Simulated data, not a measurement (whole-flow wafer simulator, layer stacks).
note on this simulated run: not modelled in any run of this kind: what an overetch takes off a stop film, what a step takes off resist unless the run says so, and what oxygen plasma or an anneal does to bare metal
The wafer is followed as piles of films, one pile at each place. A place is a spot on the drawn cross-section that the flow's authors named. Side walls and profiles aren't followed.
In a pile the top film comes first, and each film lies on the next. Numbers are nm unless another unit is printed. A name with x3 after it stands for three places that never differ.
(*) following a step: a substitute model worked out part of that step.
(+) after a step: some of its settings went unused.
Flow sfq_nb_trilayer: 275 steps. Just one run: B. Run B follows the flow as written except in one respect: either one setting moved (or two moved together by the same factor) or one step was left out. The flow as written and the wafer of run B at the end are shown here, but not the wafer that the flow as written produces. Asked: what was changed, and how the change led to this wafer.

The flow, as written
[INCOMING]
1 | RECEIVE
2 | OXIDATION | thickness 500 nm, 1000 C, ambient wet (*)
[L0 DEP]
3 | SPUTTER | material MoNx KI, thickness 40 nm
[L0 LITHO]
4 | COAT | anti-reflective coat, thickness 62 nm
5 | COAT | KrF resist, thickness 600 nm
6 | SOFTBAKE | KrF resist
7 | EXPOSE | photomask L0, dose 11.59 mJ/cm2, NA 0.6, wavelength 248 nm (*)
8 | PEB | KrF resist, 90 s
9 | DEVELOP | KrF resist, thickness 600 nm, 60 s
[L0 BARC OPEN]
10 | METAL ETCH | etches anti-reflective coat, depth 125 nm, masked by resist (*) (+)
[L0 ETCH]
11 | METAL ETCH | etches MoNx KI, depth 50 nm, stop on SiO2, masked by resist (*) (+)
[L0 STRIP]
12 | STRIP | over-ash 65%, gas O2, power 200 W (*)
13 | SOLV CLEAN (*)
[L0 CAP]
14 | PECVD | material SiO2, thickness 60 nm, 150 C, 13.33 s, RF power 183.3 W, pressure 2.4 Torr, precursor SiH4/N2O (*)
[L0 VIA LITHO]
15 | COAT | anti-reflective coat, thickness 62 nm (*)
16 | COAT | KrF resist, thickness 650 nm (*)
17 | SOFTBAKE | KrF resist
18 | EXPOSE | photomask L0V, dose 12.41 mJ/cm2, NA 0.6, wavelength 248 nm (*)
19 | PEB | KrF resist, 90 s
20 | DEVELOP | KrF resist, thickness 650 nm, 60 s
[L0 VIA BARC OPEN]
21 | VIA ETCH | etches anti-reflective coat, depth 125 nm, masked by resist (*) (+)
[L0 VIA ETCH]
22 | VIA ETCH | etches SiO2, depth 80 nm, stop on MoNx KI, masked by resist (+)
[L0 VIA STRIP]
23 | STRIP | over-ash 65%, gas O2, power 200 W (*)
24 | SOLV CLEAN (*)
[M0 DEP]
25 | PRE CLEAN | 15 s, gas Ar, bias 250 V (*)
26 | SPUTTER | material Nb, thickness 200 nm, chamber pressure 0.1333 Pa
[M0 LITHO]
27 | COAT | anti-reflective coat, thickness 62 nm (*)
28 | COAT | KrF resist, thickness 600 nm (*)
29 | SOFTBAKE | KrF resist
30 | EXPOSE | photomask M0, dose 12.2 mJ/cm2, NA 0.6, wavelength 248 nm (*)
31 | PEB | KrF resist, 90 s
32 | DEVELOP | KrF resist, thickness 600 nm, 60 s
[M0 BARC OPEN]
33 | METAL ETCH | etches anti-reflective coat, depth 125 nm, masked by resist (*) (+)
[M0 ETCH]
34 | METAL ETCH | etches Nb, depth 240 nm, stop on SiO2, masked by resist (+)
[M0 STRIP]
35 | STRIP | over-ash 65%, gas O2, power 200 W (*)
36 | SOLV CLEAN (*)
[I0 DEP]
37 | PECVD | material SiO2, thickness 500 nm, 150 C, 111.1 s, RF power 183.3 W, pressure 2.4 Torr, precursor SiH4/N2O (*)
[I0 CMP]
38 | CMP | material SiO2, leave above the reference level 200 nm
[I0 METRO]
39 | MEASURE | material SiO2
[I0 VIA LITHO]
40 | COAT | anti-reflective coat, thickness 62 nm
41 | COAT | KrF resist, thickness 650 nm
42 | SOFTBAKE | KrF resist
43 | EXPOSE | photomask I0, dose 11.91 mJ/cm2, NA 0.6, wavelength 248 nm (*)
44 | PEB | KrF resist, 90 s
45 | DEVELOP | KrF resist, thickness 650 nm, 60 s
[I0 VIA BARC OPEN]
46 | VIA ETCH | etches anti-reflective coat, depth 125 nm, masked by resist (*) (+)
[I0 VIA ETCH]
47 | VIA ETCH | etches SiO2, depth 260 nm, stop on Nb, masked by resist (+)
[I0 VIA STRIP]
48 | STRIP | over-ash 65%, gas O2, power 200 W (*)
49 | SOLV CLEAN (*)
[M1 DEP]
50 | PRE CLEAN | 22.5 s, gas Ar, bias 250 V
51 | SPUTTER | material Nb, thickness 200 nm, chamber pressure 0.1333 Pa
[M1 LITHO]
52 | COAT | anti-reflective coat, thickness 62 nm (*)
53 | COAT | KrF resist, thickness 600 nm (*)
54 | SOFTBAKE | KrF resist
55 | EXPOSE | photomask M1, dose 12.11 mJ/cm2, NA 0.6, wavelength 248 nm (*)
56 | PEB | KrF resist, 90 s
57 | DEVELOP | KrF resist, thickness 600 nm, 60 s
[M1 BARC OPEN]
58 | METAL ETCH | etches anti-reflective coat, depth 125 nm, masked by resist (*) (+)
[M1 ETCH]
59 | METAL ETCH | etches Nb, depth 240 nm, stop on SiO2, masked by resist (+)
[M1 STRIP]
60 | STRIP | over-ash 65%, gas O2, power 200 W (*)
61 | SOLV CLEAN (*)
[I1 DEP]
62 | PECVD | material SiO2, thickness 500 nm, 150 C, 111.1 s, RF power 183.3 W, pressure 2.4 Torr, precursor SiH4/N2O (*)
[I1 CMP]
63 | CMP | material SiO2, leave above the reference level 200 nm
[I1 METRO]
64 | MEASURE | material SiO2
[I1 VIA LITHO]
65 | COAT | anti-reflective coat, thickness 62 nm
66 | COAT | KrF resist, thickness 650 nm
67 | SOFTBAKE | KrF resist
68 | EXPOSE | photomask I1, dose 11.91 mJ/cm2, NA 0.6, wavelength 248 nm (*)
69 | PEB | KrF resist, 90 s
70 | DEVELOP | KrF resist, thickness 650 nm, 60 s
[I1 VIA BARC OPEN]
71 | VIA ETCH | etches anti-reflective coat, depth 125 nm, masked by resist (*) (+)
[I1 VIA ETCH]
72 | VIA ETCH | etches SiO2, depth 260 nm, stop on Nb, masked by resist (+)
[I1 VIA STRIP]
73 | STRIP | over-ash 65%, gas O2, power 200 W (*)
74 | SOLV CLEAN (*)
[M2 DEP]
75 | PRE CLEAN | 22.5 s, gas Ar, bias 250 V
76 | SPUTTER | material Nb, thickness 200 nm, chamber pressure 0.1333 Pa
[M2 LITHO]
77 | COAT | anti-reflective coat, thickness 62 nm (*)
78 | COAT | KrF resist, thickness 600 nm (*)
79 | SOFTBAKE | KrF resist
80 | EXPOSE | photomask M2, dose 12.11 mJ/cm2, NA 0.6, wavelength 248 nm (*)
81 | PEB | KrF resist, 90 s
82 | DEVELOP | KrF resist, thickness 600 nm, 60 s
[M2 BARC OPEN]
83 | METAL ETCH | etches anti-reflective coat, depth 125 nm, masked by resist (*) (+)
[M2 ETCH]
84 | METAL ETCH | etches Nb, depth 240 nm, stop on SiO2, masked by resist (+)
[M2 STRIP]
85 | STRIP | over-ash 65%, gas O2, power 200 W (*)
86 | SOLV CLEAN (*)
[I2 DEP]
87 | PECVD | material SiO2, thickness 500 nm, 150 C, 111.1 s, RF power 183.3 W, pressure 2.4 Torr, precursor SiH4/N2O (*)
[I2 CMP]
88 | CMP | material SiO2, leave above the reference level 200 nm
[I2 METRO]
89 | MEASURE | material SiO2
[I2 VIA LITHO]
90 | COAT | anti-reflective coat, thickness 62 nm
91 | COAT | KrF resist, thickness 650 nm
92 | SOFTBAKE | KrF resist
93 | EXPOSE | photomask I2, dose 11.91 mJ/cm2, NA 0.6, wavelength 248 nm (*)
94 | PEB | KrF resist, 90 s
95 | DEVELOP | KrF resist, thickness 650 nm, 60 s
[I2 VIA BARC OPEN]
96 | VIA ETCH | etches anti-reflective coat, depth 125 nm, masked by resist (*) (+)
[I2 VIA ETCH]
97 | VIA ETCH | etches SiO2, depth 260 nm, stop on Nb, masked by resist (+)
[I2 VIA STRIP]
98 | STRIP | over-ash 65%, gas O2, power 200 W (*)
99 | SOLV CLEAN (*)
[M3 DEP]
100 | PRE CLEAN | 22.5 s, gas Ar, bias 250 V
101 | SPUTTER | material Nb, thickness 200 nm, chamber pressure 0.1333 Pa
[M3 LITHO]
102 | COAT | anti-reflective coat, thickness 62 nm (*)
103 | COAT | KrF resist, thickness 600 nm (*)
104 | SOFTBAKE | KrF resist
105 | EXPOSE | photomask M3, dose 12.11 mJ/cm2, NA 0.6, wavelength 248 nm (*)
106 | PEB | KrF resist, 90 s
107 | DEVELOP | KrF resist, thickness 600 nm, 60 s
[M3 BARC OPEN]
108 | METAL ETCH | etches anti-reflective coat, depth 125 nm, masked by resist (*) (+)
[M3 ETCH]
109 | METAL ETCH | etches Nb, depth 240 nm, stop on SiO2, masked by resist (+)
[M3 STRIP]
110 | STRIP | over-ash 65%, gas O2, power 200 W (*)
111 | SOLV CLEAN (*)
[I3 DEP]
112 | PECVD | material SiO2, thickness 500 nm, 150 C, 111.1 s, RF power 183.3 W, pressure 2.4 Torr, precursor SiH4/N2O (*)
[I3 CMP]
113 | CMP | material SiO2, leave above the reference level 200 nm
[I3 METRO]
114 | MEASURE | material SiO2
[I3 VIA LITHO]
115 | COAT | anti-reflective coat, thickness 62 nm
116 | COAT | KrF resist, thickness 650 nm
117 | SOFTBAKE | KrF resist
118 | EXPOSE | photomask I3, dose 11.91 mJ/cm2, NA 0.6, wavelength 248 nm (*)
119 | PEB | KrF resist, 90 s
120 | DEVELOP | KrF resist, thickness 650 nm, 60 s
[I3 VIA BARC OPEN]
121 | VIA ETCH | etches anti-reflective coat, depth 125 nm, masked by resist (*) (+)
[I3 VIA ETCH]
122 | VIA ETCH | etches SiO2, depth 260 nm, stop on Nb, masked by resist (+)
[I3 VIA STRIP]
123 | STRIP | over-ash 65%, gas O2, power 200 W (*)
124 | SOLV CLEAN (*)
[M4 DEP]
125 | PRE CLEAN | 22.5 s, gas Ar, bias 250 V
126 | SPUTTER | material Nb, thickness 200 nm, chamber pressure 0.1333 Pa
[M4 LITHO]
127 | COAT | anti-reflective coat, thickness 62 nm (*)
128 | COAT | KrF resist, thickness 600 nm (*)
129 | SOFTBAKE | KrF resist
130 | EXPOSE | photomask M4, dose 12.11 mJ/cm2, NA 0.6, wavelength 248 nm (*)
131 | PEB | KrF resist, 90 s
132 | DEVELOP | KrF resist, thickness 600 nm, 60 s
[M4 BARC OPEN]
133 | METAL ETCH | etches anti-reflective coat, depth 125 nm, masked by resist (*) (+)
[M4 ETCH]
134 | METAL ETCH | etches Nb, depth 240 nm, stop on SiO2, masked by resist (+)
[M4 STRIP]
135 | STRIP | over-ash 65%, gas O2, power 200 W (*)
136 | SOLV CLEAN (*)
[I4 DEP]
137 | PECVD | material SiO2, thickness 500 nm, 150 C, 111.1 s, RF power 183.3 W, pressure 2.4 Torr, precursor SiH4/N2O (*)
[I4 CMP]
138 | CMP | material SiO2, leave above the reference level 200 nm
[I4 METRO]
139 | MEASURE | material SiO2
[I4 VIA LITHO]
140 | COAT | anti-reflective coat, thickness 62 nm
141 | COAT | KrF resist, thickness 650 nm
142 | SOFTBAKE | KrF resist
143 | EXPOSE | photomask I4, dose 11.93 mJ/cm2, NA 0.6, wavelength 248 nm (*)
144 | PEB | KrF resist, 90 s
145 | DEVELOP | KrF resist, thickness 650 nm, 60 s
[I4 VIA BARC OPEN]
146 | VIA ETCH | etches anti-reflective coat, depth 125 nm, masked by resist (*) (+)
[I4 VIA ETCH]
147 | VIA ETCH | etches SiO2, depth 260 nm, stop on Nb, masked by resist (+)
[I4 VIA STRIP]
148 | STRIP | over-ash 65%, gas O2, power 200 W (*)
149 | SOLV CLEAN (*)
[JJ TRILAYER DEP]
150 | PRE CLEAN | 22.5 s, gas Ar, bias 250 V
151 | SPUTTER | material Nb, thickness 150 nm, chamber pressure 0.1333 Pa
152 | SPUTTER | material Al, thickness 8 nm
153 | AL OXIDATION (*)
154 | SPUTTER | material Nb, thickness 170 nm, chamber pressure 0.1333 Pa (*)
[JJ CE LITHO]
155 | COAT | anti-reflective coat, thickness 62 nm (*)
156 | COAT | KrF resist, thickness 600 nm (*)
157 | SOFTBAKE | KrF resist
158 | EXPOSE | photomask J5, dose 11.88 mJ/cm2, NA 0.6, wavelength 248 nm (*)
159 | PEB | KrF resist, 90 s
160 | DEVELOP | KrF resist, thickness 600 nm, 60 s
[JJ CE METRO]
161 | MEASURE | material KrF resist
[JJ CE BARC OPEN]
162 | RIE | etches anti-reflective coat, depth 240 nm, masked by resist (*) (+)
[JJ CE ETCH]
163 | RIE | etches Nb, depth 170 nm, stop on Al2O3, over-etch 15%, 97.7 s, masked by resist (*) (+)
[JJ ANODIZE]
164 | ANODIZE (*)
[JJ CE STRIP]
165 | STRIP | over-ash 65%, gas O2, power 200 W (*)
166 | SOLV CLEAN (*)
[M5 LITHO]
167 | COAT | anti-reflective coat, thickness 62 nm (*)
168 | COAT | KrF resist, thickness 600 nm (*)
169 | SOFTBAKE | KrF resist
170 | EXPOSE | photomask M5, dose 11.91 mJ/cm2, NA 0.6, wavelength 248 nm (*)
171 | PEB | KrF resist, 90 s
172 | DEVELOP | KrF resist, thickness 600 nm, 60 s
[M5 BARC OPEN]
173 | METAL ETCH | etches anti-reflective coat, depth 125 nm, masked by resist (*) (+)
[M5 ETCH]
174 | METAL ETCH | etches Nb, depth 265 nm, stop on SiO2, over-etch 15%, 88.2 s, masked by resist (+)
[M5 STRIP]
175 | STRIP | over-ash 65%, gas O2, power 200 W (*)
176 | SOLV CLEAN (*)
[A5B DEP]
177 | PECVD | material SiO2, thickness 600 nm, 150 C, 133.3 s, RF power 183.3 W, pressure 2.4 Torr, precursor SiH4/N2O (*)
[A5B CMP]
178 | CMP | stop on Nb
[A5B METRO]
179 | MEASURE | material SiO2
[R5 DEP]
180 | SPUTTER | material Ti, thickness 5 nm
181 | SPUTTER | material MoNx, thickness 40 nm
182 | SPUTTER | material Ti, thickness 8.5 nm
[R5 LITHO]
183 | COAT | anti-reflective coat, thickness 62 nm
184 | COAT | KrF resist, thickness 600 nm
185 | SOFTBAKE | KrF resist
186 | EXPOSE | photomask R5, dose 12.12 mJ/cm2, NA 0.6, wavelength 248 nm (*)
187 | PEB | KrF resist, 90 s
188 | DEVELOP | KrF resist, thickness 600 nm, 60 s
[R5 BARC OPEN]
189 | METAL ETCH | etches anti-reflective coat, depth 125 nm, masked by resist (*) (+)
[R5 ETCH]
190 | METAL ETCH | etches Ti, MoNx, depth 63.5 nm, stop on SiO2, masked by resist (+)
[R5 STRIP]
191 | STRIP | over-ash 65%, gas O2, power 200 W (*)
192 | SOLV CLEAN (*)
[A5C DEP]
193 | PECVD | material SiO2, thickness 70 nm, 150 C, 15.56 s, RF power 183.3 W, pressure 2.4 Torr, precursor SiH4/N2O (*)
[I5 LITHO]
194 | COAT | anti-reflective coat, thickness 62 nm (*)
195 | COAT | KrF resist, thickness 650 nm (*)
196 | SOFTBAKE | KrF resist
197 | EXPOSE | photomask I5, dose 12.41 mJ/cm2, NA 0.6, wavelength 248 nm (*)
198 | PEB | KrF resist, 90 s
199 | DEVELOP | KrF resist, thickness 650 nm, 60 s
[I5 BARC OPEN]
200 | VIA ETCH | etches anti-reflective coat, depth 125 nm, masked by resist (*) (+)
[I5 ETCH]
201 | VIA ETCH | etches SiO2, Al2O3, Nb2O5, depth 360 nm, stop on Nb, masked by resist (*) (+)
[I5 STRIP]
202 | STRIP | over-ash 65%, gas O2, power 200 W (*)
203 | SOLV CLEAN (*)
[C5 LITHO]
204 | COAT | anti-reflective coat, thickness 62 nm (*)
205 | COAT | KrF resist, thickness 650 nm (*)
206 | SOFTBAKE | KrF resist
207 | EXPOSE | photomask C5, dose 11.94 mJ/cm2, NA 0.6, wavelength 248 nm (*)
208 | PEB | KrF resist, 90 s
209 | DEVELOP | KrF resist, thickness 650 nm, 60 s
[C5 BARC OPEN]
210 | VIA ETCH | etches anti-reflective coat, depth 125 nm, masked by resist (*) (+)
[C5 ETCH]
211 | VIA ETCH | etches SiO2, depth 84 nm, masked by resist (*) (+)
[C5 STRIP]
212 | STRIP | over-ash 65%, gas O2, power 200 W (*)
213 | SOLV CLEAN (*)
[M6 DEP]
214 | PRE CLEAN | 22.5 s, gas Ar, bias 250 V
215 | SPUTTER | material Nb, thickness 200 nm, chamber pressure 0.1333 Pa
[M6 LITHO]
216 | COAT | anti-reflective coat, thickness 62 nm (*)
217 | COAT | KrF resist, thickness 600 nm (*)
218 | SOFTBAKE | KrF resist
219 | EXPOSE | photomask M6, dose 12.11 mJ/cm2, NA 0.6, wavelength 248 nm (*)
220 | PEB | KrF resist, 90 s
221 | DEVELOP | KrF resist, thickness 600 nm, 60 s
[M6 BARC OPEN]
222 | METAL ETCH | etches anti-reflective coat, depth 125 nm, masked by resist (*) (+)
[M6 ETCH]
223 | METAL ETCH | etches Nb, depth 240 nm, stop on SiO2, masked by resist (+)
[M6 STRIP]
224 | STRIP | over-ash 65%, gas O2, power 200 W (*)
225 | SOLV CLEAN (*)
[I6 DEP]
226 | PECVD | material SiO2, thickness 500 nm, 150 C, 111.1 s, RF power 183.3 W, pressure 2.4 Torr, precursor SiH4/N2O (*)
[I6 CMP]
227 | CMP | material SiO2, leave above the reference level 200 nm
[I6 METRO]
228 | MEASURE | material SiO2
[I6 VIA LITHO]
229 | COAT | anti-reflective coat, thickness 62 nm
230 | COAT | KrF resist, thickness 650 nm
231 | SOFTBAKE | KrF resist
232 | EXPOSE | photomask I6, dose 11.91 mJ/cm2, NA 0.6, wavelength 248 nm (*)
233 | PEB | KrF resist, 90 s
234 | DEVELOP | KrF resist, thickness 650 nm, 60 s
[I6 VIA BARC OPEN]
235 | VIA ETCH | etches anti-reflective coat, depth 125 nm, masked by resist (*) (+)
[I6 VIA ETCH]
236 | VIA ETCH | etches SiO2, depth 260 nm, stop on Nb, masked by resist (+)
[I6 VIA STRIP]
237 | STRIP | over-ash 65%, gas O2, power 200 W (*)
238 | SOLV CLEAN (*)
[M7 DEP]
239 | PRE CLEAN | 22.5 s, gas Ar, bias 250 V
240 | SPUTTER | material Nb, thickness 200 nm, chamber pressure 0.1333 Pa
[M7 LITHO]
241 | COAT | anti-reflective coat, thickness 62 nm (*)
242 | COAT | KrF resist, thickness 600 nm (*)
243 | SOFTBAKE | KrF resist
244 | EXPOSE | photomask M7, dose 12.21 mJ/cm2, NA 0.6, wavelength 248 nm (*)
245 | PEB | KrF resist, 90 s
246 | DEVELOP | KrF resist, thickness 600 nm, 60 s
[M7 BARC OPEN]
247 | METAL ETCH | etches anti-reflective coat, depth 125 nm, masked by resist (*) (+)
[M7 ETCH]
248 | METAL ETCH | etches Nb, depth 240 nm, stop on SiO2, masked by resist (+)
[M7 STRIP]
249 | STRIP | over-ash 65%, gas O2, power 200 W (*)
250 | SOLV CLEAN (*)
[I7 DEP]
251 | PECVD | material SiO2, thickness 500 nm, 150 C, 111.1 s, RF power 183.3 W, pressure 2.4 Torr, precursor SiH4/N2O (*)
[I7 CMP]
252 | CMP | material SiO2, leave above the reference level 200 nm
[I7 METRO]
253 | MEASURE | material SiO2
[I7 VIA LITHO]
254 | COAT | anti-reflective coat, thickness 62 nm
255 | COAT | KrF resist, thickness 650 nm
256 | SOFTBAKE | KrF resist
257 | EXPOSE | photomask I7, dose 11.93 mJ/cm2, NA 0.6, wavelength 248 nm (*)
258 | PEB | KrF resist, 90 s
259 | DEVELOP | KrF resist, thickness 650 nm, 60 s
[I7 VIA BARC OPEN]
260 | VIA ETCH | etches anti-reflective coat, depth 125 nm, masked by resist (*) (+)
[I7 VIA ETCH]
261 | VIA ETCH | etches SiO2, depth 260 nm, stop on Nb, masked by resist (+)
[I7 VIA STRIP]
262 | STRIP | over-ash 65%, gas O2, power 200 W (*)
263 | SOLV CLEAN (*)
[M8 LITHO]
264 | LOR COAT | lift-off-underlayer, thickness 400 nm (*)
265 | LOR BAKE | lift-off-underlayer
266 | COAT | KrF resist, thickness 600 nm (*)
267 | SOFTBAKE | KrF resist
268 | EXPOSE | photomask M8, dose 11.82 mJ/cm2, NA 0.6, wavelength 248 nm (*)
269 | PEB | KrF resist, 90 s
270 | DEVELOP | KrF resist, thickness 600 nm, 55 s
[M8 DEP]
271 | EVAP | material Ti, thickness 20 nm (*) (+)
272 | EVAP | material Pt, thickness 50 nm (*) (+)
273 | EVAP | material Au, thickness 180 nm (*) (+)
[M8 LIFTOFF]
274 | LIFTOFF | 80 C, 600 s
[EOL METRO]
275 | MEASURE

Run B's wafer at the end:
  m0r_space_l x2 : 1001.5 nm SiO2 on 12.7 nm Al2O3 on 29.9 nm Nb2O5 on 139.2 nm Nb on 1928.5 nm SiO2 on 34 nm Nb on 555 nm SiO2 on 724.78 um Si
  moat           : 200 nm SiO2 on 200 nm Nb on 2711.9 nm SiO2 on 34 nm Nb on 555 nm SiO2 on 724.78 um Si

What caused this: step 34, METAL ETCH: depth 166 nm was run, whereas the flow has depth 240 nm.

Step by step, how the change led to this:
  34 | METAL ETCH | etches Nb, depth 240 nm, stop on SiO2, masked by resist (+)
      moat, m0r_space_l x2: Nb loses 166 (as written it would have been: Nb loses 200 (all of it))
      field_l, v_sur, via_wl and 100 more: KrF resist loses 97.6 (as written it would have been: KrF resist loses 141.2)
  35 | STRIP | over-ash 65%, gas O2, power 200 W (*)
      p4_fl, p4_fm, p4_w1 and 68 more: KrF resist loses 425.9 (all of it), anti-reflective coat loses 62 (all of it) (as written it would have been: KrF resist loses 382.4 (all of it), anti-reflective coat loses 62 (all of it))
      jj_sur, ce_l, r_end: KrF resist loses 432.6 (all of it), anti-reflective coat loses 63.6 (all of it) (as written it would have been: KrF resist loses 389.1 (all of it), anti-reflective coat loses 63.6 (all of it))
      (as well as at 29 more places)
  37 | PECVD | material SiO2, thickness 500 nm, 150 C, 111.1 s, RF power 183.3 W, pressure 2.4 Torr, precursor SiH4/N2O (*)
      moat, m0r_space_l x2: SiO2 gains 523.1 (new film) (as written it would have been: SiO2 gains 557.1)
Taking metal films that touch as one body, m0r_space_l x2 has 2 bodies (between them, from the top down: SiO2 1928.5); the flow as written gives 1 body.
Taking metal films that touch as one body, moat has 2 bodies (between them, from the top down: SiO2 2711.9); the flow as written gives 1 body.
